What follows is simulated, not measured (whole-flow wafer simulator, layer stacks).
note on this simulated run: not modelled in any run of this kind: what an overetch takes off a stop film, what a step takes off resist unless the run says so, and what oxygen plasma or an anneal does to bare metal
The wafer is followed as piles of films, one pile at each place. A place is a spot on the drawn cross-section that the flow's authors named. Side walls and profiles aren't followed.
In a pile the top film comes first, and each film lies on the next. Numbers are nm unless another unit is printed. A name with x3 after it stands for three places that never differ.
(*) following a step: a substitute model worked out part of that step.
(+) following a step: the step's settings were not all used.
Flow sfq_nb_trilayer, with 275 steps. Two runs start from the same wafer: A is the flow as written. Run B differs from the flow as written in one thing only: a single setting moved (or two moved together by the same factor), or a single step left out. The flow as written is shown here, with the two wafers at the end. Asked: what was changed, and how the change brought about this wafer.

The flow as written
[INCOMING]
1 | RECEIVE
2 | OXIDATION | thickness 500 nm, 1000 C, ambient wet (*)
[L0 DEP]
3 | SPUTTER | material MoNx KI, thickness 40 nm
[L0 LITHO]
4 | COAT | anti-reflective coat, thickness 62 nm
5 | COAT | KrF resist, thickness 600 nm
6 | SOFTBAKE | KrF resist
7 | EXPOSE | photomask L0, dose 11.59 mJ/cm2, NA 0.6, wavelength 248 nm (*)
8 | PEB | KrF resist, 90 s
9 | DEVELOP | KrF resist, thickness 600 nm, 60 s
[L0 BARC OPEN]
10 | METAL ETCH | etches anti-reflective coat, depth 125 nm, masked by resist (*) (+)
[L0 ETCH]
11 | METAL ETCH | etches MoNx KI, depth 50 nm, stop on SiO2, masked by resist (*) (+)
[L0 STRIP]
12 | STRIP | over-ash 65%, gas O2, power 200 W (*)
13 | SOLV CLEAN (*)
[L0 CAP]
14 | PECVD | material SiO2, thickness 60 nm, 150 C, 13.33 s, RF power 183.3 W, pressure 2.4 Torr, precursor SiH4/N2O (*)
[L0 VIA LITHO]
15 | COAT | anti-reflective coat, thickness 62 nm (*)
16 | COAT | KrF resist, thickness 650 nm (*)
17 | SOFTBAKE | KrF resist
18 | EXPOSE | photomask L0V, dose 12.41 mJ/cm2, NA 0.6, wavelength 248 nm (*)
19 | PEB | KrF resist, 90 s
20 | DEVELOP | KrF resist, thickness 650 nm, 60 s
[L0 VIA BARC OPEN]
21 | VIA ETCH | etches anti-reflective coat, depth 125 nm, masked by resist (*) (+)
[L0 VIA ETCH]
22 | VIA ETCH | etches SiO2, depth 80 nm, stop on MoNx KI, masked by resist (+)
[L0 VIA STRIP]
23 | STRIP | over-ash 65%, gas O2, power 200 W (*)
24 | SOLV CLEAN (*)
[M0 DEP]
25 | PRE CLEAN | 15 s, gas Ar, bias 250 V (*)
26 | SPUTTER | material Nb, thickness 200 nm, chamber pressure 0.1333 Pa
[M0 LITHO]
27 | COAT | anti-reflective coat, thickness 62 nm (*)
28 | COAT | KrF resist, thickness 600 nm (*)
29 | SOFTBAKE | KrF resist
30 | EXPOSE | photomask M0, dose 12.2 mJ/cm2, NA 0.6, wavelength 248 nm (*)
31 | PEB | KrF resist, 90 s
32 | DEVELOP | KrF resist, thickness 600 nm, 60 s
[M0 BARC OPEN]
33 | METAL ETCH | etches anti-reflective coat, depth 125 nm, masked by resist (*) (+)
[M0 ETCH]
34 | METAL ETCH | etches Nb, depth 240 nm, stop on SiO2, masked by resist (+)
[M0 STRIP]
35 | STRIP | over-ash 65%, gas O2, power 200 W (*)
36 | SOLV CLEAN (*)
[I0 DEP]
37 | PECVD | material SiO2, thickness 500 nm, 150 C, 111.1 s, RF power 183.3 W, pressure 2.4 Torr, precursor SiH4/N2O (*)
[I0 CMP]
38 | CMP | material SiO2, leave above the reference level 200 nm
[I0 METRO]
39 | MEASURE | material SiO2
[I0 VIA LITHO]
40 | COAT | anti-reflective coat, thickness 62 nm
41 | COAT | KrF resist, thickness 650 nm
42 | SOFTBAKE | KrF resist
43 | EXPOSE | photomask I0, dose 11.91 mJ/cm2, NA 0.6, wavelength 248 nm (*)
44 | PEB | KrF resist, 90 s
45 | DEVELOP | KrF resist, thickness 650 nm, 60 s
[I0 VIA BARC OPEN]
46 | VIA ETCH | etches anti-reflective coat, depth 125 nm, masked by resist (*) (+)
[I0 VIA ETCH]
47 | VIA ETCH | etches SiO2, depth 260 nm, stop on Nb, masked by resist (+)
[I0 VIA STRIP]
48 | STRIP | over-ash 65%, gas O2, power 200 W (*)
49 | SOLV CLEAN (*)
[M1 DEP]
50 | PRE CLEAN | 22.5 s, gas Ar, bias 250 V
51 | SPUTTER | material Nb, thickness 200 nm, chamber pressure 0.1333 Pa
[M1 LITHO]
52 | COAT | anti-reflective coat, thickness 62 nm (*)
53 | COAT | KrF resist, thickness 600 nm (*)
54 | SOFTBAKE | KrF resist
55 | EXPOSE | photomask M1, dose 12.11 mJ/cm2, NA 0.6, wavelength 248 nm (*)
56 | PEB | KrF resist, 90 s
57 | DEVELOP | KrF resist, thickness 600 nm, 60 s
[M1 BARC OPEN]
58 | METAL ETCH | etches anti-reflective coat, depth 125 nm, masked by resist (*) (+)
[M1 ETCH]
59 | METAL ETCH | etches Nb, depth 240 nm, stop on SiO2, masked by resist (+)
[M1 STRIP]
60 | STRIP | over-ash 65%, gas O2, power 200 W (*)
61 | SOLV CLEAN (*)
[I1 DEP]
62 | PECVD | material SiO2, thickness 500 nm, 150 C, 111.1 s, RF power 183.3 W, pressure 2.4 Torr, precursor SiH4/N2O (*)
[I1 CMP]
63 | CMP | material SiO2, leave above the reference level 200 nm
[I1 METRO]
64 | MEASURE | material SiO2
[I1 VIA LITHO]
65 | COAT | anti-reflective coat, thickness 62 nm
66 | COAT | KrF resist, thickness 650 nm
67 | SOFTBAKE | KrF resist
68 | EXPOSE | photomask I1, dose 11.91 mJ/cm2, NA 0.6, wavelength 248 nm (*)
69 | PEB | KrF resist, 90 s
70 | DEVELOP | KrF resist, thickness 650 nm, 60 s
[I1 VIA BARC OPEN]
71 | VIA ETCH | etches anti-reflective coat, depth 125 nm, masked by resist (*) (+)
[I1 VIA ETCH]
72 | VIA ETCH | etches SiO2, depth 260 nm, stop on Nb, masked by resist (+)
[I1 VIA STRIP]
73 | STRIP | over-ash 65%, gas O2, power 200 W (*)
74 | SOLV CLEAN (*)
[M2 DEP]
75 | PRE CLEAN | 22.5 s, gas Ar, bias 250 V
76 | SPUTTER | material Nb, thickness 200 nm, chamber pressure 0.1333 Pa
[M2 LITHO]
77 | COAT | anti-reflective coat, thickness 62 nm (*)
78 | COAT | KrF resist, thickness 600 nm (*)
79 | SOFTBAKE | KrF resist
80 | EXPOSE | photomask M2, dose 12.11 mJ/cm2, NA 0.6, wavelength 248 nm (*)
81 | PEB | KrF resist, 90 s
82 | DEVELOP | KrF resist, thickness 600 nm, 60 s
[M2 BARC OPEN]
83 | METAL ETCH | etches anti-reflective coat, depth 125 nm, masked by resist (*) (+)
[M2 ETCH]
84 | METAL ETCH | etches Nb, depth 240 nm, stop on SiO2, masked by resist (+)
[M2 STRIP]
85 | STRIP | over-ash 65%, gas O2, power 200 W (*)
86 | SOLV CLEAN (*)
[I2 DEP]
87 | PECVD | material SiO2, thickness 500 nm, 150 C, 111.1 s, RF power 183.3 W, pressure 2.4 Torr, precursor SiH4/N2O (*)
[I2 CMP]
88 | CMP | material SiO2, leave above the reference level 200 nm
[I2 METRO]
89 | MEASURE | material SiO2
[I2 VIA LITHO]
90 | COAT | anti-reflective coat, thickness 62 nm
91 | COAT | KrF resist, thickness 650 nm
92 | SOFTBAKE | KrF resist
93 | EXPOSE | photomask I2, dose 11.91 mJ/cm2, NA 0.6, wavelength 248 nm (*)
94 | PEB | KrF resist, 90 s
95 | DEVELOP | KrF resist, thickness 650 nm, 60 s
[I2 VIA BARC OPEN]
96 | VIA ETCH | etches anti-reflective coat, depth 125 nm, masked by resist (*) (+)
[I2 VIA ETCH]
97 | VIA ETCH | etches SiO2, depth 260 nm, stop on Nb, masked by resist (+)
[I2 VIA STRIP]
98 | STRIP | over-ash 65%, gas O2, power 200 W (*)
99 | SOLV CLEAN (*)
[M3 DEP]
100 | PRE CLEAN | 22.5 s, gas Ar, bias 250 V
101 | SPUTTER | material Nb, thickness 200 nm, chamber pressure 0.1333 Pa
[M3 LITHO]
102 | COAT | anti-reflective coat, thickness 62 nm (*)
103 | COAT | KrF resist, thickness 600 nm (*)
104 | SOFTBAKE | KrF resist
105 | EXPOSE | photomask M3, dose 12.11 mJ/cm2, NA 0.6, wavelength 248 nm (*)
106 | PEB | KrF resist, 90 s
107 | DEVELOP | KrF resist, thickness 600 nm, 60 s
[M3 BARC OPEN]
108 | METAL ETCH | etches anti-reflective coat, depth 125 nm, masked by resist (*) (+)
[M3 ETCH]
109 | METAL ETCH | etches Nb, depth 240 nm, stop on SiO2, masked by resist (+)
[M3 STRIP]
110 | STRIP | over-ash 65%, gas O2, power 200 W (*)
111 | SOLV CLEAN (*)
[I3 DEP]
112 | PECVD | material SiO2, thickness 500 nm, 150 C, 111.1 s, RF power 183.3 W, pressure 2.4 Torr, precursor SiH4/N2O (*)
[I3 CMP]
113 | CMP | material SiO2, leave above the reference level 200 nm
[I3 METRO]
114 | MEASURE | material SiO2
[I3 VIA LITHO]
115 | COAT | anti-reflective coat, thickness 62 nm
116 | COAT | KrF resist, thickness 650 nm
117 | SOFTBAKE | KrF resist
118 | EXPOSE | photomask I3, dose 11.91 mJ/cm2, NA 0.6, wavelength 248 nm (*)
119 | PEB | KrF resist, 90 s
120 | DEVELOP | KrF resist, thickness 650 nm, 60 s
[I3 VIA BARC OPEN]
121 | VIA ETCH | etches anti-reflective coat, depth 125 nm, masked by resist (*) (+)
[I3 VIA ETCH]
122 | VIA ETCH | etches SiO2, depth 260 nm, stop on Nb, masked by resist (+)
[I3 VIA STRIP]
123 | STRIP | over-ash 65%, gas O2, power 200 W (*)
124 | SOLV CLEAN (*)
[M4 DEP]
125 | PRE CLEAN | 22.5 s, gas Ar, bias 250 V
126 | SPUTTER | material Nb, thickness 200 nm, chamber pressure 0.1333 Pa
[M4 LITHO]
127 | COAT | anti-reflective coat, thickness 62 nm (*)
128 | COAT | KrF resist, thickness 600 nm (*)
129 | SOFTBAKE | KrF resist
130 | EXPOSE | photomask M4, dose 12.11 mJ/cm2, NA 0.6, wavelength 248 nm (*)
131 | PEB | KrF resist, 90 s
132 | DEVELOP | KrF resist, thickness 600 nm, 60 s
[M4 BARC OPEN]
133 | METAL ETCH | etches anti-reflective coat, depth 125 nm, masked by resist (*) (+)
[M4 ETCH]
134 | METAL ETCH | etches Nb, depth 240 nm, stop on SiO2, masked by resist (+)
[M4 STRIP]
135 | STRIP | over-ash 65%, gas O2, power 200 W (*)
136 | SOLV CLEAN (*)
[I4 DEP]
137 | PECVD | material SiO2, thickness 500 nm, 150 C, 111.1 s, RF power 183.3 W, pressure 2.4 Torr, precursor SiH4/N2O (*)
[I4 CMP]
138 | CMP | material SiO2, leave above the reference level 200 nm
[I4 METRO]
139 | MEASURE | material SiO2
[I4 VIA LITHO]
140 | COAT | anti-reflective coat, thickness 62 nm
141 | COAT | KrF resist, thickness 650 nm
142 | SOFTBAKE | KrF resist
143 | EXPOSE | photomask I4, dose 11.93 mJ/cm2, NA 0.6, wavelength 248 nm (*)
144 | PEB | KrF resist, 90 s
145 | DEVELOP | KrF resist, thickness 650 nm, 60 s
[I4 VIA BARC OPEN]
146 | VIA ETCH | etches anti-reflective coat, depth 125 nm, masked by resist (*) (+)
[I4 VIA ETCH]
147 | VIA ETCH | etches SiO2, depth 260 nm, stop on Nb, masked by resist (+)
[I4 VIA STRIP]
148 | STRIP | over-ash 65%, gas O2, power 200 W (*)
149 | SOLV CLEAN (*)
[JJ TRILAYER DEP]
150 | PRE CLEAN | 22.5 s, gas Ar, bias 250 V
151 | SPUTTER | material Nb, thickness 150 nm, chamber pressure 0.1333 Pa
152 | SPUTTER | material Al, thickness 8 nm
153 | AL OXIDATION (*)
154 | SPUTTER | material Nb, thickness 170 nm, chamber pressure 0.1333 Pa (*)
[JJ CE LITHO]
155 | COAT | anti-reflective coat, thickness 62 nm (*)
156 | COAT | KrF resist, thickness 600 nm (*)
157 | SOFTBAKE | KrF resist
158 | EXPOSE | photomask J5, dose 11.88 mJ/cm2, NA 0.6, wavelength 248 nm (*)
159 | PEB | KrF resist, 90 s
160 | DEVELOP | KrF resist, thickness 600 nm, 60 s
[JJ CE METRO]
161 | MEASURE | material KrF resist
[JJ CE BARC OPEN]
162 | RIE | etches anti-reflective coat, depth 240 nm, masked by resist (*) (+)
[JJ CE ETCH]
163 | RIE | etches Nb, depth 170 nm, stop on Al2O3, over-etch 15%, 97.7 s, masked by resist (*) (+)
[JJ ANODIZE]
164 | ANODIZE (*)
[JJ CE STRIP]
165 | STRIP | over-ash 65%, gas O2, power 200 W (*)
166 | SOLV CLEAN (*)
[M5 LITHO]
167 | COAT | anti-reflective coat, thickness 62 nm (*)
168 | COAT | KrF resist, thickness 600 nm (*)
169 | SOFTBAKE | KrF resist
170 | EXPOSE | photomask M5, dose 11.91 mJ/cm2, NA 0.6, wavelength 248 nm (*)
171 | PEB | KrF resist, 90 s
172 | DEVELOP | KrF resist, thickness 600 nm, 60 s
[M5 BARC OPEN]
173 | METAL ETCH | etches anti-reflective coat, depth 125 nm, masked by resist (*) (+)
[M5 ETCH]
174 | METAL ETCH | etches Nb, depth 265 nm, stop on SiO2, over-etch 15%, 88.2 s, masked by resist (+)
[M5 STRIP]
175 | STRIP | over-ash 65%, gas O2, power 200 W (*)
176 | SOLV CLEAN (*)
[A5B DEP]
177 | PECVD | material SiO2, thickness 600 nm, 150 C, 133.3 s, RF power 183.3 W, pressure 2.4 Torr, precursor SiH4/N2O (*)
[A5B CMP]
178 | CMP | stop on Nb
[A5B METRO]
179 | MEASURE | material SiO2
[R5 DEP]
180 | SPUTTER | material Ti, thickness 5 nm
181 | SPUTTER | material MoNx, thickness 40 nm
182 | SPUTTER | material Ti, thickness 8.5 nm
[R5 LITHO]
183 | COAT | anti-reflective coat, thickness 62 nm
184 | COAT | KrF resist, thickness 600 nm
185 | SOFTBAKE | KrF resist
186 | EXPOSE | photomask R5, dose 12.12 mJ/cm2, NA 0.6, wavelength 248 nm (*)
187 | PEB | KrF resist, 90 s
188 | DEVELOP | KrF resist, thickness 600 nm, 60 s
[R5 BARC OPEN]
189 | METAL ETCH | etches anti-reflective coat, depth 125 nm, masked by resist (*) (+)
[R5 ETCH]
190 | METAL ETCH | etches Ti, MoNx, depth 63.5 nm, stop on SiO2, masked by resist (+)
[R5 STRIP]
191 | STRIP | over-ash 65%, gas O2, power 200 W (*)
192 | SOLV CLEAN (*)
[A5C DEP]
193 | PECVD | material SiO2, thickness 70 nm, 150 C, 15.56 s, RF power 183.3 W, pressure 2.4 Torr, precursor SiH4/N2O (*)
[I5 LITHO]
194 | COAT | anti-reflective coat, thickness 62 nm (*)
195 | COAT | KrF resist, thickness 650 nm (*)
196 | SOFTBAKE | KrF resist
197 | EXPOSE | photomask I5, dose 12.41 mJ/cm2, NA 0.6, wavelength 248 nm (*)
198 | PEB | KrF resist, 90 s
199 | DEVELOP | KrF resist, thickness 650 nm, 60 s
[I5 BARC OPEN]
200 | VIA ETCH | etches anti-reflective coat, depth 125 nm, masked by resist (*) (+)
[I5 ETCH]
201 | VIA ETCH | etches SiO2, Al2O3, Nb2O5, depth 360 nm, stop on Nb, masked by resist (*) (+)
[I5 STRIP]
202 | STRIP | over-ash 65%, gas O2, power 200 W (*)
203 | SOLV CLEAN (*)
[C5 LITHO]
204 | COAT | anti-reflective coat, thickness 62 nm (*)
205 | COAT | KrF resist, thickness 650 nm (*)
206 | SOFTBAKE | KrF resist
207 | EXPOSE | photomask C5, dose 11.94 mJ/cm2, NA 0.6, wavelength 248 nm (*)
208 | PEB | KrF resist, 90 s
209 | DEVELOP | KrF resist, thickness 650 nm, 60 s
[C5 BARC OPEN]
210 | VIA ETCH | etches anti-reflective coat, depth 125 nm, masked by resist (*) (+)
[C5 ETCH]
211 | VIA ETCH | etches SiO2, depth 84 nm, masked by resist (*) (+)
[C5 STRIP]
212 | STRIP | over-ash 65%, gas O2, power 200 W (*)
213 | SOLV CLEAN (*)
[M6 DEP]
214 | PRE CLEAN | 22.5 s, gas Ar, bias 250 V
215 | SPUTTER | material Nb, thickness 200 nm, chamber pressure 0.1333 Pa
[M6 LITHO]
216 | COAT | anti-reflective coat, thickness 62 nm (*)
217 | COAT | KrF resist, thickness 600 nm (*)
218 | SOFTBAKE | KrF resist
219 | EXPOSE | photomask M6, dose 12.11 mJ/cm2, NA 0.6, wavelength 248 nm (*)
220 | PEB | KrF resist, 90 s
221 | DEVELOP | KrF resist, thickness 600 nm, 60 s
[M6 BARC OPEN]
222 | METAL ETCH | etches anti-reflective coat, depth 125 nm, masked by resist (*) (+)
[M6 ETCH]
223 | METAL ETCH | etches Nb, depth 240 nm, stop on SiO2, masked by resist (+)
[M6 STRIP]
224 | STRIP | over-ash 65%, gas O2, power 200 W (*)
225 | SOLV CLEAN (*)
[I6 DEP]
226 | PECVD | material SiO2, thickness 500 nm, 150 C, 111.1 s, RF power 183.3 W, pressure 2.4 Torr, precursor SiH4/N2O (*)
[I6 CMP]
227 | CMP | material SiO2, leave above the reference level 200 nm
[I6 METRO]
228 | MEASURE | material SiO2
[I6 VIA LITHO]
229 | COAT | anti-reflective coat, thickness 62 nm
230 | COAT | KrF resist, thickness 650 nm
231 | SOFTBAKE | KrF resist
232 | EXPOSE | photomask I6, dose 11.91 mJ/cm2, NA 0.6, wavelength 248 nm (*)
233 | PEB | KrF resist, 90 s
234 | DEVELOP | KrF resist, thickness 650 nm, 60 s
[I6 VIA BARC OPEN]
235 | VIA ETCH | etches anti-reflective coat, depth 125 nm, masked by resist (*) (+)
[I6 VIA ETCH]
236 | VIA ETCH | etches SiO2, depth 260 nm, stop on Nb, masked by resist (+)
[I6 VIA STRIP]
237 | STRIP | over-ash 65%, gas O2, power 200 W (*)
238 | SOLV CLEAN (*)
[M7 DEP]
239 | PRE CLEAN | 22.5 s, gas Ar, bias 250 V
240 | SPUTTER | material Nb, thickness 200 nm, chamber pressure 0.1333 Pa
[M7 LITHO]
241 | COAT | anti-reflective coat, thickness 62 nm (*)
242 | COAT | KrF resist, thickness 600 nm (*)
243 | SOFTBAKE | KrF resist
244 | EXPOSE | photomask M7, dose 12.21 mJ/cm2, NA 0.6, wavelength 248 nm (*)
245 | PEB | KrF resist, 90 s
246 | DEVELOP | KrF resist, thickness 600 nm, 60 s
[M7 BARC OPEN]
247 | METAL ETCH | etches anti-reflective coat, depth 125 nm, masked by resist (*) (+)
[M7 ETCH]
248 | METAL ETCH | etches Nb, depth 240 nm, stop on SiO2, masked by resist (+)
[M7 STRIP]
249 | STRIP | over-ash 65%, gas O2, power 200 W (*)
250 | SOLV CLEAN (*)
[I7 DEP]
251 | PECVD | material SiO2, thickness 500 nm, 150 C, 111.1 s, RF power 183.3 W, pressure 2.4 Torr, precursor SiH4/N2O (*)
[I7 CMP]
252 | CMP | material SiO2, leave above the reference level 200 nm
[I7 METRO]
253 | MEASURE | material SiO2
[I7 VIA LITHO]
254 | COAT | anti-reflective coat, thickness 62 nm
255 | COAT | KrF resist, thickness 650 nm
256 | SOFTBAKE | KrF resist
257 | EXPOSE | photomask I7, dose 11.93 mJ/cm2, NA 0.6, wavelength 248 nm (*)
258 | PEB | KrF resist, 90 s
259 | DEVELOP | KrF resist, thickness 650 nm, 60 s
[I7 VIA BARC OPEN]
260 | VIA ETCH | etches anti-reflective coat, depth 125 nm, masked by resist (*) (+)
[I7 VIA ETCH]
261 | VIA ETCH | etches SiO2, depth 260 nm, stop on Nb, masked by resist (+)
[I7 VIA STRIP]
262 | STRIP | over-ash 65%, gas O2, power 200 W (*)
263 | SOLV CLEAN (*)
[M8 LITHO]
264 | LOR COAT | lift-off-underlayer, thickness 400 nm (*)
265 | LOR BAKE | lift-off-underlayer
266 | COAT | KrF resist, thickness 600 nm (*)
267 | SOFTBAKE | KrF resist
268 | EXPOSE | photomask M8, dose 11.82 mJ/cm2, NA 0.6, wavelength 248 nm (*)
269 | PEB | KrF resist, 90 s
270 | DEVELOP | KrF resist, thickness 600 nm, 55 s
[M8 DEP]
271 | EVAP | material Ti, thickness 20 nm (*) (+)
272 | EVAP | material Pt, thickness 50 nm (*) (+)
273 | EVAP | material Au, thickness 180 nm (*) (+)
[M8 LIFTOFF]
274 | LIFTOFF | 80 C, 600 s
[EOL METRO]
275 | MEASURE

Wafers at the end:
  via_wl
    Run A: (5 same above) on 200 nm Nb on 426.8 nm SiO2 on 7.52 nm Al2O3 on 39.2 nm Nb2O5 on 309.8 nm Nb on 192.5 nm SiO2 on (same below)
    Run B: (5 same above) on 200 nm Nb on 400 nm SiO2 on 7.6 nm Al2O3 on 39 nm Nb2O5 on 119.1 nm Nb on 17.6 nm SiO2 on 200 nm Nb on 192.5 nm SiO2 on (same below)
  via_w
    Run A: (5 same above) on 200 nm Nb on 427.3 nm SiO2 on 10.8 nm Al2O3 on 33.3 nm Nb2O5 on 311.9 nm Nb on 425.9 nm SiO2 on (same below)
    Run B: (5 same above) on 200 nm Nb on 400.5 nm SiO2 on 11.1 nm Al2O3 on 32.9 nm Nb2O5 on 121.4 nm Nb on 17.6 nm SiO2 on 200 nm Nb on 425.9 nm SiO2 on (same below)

Cause: step 147, VIA ETCH: depth 174.7 nm was run, whereas the flow has depth 260 nm.

The path from the change to this, step by step:
  147 | VIA ETCH | etches SiO2, depth 260 nm, stop on Nb, masked by resist (+)
      via_wl, via_w, via_wr: A -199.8 SiO2 (all of it) | B -174.7 SiO2
      field_l, v_sur, via_sp and 100 more: A -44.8 KrF resist | B -30.1 KrF resist
  148 | STRIP | over-ash 65%, gas O2, power 200 W (*)
      field_l, v_sur, via_sp and 100 more: A -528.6 KrF resist (all of it), -62 anti-reflective coat (all of it) | B -543.3 KrF resist (all of it), -62 anti-reflective coat (all of it)
  150 | PRE CLEAN | 22.5 s, gas Ar, bias 250 V
      via_wl, via_w, via_wr: A -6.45 Nb | B -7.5 SiO2
  151 | SPUTTER | material Nb, thickness 150 nm, chamber pressure 0.1333 Pa
      via_wl, via_w, via_wr: A +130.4 Nb | B +133.2 Nb (new film)
  154 | SPUTTER | material Nb, thickness 170 nm, chamber pressure 0.1333 Pa (*)
      via_wl, via_wr: A +140.7 Nb (new film) | B +144.9 Nb (new film)
      via_w: A +141 Nb (new film) | B +145.2 Nb (new film)
  155 | COAT | anti-reflective coat, thickness 62 nm (*)
      via_wl, via_wr: A +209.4 anti-reflective coat (new film) | B +186 anti-reflective coat (new film)
      via_w: A +97.4 anti-reflective coat (new film) | B +95 anti-reflective coat (new film)
  156 | COAT | KrF resist, thickness 600 nm (*)
      via_w: A +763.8 KrF resist (new film) | B +740.9 KrF resist (new film)
  160 | DEVELOP | KrF resist, thickness 600 nm, 60 s
      via_w: A -762.1 KrF resist (all of it) | B -739.3 KrF resist (all of it)
  162 | RIE | etches anti-reflective coat, depth 240 nm, masked by resist (*) (+)
      ce_l, c5j, ce_r, wl_jj: A -209.4 KrF resist | B -186 KrF resist
      via_wl, via_wr: A -209.4 anti-reflective coat (all of it) | B -186 anti-reflective coat (all of it)
      (also at 1 further place)
  163 | RIE | etches Nb, depth 170 nm, stop on Al2O3, over-etch 15%, 97.7 s, masked by resist (*) (+)
      via_wl, via_wr: A -140.7 Nb (all of it), -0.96 Al2O3 (all of it) | B -144.9 Nb (all of it), -0.96 Al2O3 (all of it)
      via_w: A -141 Nb (all of it), -0.96 Al2O3 (all of it) | B -145.2 Nb (all of it), -0.96 Al2O3 (all of it)
  165 | STRIP | over-ash 65%, gas O2, power 200 W (*)
      ce_l: A -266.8 KrF resist (all of it), -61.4 anti-reflective coat (all of it) | B -290.3 KrF resist (all of it), -61.5 anti-reflective coat (all of it)
      c5j: A -266.9 KrF resist (all of it), -61.5 anti-reflective coat (all of it) | B -290.4 KrF resist (all of it), -61.5 anti-reflective coat (all of it)
      (also at 2 further places)
  167 | COAT | anti-reflective coat, thickness 62 nm (*)
      via_wl: A +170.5 anti-reflective coat (new film) | B +152.3 anti-reflective coat (new film)
      via_wr: A +170.6 anti-reflective coat (new film) | B +152.3 anti-reflective coat (new film)
      (also at 2 further places)
  168 | COAT | KrF resist, thickness 600 nm (*)
      via_w: A +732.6 KrF resist (new film) | B +714.9 KrF resist (new film)
  175 | STRIP | over-ash 65%, gas O2, power 200 W (*)
      via_wl: A -427 KrF resist (all of it), -170.5 anti-reflective coat (all of it) | B -424.7 KrF resist (all of it), -152.3 anti-reflective coat (all of it)
      via_w: A -503.5 KrF resist (all of it), -84.1 anti-reflective coat (all of it) | B -485.8 KrF resist (all of it), -82.7 anti-reflective coat (all of it)
      (also at 3 further places)
  178 | CMP | stop on Nb
      via_wl, via_wr: A -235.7 SiO2 | B -262.5 SiO2
      via_w: A -235.2 SiO2 | B -262 SiO2
If metal films that touch count as one body, via_wl has 8 bodies (between them, from the top down: SiO2 192.5; SiO2 400 / Al2O3 7.6 / Nb2O5 39; SiO2 17.6; SiO2 192.5; SiO2 192.5; SiO2 192.5; SiO2 192.5); the flow as written gives 7 bodies (between them, from the top down: SiO2 192.5; SiO2 426.8 / Al2O3 7.52 / Nb2O5 39.2; SiO2 192.5; SiO2 192.5; SiO2 192.5; SiO2 192.5).
If metal films that touch count as one body, via_w has 6 bodies (between them, from the top down: SiO2 192.5; SiO2 400.5 / Al2O3 11.1 / Nb2O5 32.9; SiO2 17.6; SiO2 425.9; SiO2 416.9); the flow as written gives 5 bodies (between them, from the top down: SiO2 192.5; SiO2 427.3 / Al2O3 10.8 / Nb2O5 33.3; SiO2 425.9; SiO2 416.9).
